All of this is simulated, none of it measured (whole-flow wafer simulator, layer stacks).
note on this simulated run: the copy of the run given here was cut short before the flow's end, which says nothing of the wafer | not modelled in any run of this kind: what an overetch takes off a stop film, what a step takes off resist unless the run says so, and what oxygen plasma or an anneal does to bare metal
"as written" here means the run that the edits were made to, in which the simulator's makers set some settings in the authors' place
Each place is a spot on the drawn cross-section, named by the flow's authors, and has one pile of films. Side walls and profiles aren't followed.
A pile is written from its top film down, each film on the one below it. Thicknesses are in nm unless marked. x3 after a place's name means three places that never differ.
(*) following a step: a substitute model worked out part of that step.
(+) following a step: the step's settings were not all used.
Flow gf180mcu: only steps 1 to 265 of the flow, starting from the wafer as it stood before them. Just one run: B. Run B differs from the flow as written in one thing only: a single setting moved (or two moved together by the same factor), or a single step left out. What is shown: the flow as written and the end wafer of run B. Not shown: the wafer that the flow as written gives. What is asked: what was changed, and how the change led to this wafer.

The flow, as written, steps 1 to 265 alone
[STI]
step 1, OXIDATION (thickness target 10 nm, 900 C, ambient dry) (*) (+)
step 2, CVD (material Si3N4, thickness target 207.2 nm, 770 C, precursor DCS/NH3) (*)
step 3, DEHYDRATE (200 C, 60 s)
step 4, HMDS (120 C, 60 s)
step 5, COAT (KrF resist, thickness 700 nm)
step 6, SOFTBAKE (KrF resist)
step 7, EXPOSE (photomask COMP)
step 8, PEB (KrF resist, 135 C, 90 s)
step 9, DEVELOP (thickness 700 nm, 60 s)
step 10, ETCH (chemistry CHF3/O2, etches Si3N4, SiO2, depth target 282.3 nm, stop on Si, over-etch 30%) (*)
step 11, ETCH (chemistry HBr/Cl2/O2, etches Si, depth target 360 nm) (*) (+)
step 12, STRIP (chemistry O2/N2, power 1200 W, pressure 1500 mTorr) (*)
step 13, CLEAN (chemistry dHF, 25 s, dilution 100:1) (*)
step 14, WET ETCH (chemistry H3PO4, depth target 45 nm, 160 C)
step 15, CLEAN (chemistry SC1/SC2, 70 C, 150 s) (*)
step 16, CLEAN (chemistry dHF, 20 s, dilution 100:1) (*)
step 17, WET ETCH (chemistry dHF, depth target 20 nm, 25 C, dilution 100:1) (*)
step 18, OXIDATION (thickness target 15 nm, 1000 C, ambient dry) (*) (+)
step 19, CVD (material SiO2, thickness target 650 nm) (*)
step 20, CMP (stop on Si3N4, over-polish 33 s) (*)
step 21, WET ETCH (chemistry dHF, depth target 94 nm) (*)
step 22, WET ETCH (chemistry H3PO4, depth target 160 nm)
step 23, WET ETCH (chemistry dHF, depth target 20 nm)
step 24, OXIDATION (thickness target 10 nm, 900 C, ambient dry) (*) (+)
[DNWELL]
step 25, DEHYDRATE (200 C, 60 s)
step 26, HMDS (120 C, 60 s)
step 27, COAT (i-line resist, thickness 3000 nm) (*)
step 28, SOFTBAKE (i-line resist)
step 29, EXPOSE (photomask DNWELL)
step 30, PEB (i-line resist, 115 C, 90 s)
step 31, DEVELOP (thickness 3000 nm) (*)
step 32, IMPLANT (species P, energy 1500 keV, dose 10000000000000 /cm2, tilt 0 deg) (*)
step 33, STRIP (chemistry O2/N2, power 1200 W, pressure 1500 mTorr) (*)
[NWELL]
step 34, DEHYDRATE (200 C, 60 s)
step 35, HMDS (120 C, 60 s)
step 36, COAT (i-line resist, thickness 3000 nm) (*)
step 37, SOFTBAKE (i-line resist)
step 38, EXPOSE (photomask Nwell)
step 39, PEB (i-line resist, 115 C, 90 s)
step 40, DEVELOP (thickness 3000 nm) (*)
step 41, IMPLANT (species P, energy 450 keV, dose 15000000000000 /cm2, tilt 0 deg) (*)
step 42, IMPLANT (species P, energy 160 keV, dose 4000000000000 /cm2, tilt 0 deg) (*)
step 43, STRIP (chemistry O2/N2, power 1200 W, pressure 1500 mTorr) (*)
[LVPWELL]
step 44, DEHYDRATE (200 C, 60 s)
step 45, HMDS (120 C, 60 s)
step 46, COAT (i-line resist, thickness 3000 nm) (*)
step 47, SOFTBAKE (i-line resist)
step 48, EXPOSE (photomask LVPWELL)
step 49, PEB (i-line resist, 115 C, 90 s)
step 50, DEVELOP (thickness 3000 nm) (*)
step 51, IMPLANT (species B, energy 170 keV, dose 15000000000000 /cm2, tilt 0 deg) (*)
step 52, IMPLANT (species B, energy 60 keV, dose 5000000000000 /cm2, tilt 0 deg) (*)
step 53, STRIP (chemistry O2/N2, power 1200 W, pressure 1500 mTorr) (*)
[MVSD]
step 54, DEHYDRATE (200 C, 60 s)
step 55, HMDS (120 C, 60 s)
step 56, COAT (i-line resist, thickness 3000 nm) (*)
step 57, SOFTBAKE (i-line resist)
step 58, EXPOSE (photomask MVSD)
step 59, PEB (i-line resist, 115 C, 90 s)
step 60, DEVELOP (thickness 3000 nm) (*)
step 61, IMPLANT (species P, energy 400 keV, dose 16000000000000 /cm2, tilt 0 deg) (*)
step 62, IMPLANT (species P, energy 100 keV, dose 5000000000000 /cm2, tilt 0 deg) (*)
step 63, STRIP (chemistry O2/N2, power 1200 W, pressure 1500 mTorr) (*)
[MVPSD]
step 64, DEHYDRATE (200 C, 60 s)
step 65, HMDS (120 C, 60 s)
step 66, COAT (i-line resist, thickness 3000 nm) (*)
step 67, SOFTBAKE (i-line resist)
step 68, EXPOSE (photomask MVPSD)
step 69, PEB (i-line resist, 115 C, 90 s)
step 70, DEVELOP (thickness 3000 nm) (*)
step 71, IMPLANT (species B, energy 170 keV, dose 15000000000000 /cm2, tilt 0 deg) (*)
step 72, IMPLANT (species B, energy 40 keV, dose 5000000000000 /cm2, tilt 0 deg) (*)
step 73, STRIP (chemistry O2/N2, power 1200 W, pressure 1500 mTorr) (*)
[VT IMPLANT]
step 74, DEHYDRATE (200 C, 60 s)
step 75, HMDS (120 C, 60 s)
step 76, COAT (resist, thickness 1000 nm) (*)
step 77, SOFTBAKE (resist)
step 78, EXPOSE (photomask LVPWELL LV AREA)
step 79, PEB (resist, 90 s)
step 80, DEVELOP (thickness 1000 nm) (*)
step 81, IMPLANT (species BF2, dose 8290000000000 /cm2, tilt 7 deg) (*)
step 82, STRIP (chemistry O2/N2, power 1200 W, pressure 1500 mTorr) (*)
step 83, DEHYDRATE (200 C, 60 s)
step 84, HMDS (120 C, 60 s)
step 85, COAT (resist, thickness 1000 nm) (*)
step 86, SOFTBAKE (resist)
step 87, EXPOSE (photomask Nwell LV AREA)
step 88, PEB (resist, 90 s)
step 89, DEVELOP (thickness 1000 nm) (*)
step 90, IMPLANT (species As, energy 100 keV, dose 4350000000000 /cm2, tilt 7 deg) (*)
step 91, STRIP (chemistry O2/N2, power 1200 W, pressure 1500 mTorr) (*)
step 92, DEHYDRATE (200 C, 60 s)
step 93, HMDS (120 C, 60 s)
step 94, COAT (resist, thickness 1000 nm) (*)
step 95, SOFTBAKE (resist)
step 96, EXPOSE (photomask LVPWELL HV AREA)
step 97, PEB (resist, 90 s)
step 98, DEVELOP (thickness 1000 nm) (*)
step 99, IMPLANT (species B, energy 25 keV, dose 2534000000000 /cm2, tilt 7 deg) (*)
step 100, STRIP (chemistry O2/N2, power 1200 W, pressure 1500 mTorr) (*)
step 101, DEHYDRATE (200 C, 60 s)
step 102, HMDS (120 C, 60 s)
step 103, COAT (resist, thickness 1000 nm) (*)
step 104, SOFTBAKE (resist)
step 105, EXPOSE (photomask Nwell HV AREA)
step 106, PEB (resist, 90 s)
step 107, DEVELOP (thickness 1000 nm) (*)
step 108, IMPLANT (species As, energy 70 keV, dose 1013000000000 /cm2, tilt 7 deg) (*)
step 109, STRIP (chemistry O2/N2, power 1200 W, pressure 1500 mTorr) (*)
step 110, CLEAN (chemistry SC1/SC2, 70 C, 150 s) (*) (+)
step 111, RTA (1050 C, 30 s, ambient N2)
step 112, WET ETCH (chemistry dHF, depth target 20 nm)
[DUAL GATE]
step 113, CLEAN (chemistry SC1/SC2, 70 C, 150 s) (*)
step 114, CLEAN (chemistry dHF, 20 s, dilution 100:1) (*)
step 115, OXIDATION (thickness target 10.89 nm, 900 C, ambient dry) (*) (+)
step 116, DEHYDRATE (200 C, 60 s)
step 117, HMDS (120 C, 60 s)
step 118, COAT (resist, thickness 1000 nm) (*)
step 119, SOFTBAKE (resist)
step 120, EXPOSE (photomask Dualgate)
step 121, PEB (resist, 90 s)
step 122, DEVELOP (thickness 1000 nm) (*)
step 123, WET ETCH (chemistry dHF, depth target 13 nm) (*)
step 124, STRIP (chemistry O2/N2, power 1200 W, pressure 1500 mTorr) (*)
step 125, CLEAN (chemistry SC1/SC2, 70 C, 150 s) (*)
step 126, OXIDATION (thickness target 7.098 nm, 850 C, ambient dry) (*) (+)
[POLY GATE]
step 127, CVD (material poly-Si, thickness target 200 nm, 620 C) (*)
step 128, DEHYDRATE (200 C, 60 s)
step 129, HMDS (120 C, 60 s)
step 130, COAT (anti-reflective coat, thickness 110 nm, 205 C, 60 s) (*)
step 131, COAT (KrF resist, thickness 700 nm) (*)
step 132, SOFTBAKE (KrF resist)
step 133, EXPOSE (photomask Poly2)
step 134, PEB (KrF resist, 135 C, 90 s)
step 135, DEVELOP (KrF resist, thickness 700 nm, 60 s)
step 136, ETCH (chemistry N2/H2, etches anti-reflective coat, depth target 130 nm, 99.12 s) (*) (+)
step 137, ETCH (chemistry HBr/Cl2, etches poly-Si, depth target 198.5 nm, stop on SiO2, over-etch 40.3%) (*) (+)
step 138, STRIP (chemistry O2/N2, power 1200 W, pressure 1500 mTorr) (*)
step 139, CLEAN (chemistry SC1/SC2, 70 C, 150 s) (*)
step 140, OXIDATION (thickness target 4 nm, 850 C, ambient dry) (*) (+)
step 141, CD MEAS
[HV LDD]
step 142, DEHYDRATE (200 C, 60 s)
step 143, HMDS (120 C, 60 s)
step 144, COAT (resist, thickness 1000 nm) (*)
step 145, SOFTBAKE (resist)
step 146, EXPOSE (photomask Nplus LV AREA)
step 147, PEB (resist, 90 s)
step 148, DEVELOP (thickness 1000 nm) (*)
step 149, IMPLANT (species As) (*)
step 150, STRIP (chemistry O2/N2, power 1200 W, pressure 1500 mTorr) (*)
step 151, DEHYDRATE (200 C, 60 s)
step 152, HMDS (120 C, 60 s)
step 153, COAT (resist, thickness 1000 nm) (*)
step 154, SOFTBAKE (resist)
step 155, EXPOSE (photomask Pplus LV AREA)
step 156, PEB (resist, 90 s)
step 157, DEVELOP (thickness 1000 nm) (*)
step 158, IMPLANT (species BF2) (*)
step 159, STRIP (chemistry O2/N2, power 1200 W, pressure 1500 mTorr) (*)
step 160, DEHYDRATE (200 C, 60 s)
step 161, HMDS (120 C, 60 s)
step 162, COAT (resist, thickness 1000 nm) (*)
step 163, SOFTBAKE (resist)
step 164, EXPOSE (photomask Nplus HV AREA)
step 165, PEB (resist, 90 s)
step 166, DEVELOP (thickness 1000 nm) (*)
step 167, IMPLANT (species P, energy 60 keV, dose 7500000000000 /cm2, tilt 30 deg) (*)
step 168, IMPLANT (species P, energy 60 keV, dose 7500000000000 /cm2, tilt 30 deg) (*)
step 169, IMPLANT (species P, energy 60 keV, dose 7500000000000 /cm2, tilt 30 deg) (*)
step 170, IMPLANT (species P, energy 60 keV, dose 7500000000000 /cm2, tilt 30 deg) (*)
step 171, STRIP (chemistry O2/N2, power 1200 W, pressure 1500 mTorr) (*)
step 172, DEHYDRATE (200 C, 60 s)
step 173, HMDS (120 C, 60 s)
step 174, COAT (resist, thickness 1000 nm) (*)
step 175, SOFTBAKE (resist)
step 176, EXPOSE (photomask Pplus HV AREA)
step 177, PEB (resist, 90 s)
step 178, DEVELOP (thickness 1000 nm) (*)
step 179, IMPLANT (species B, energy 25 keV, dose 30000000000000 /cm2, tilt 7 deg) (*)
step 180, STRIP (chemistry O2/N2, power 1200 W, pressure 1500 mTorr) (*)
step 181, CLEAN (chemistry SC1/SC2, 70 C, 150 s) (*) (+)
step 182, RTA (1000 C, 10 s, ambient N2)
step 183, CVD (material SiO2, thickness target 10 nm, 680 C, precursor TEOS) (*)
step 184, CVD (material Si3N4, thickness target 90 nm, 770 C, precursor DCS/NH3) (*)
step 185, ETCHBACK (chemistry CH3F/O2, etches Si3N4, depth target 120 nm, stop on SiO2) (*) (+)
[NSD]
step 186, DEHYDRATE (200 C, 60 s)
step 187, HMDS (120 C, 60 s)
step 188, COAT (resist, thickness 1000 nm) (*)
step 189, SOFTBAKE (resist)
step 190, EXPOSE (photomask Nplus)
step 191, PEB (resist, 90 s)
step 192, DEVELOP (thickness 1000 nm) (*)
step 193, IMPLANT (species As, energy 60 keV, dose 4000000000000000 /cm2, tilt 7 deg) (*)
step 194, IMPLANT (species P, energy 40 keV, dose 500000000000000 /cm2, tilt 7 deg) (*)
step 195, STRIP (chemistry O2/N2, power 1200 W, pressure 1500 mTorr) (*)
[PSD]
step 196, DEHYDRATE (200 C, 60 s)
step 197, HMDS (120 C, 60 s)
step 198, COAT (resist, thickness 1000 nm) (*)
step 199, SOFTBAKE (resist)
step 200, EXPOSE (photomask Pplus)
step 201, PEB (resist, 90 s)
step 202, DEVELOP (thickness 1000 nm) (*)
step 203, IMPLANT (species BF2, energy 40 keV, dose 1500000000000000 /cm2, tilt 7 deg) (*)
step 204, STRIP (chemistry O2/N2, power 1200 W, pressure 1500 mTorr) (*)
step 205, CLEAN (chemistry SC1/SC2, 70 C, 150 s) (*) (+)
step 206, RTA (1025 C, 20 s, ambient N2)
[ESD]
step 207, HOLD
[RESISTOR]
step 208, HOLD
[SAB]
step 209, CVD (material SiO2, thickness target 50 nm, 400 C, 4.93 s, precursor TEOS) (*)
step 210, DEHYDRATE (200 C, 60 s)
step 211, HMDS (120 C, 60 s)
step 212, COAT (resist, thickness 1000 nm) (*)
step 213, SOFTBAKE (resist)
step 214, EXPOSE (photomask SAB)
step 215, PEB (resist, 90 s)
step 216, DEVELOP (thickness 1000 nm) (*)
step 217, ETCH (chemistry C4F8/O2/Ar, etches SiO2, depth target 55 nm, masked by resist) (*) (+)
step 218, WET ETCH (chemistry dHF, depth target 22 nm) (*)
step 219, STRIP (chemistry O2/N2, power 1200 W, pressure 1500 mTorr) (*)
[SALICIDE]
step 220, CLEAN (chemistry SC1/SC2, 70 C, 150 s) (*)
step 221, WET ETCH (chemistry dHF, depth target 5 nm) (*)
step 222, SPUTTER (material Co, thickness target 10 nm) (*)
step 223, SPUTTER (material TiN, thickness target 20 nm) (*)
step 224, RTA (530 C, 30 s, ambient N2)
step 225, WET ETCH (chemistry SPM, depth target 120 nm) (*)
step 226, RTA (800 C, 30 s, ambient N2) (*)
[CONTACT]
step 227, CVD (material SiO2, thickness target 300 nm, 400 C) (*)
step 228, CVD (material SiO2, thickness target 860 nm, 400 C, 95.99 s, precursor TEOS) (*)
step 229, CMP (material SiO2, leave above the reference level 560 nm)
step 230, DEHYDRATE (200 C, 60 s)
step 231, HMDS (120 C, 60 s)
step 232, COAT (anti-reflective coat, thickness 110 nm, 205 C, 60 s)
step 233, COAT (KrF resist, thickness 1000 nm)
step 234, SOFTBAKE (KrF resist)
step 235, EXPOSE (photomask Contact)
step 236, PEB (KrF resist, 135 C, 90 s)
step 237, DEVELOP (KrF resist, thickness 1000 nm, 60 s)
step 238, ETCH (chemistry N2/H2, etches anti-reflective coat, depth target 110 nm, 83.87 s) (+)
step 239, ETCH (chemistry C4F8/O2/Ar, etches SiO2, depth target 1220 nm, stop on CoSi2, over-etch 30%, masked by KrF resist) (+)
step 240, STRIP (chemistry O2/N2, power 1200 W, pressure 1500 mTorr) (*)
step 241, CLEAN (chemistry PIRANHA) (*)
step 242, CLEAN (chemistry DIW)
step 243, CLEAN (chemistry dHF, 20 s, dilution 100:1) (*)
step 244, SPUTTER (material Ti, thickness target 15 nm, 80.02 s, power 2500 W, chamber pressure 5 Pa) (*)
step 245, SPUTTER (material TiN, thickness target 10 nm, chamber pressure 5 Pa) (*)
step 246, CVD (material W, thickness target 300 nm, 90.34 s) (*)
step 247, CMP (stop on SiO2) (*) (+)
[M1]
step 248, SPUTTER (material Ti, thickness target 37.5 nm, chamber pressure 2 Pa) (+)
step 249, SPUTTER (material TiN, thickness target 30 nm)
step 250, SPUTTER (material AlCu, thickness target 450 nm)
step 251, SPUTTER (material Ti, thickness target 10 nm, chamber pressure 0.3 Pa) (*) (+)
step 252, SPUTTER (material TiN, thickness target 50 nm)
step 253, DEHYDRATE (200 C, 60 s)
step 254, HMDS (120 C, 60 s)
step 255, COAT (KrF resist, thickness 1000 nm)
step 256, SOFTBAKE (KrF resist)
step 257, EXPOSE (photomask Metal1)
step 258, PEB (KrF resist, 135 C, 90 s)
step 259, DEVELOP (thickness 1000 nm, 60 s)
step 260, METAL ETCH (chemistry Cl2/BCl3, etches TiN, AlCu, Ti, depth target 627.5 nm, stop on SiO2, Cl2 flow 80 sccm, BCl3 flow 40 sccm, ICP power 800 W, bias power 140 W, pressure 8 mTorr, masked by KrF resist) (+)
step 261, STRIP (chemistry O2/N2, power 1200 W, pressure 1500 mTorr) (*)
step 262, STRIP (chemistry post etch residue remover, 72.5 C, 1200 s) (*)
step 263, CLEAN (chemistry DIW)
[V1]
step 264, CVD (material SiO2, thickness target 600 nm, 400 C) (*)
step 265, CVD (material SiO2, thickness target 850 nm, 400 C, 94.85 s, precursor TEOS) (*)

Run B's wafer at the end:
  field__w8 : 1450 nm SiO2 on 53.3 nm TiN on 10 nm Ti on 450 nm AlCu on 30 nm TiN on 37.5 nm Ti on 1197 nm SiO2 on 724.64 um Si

Cause: step 252, SPUTTER: thickness target 53.7 nm was run, though the flow has thickness target 50 nm.

The path from the change to this, step by step:
  step 252, SPUTTER (material TiN, thickness target 50 nm)
      field, field__w1, field__w2 and 108 more: TiN gains 53.7 (new film) (it would be, as written: TiN gains 50 (new film))
  step 260, METAL ETCH (chemistry Cl2/BCl3, etches TiN, AlCu, Ti, depth target 627.5 nm, stop on SiO2, Cl2 flow 80 sccm, BCl3 flow 40 sccm, ICP power 800 W, bias power 140 W, pressure 8 mTorr, masked by KrF resist) (+)
      field, field__w1, field__w2 and 99 more: TiN loses 53.7 (all of it), Ti loses 10 (all of it), AlCu loses 450 (all of it), TiN loses 30 (all of it), Ti loses 37.5 (all of it) (it would be, as written: TiN loses 50 (all of it), Ti loses 10 (all of it), AlCu loses 450 (all of it), TiN loses 30 (all of it), Ti loses 37.5 (all of it))
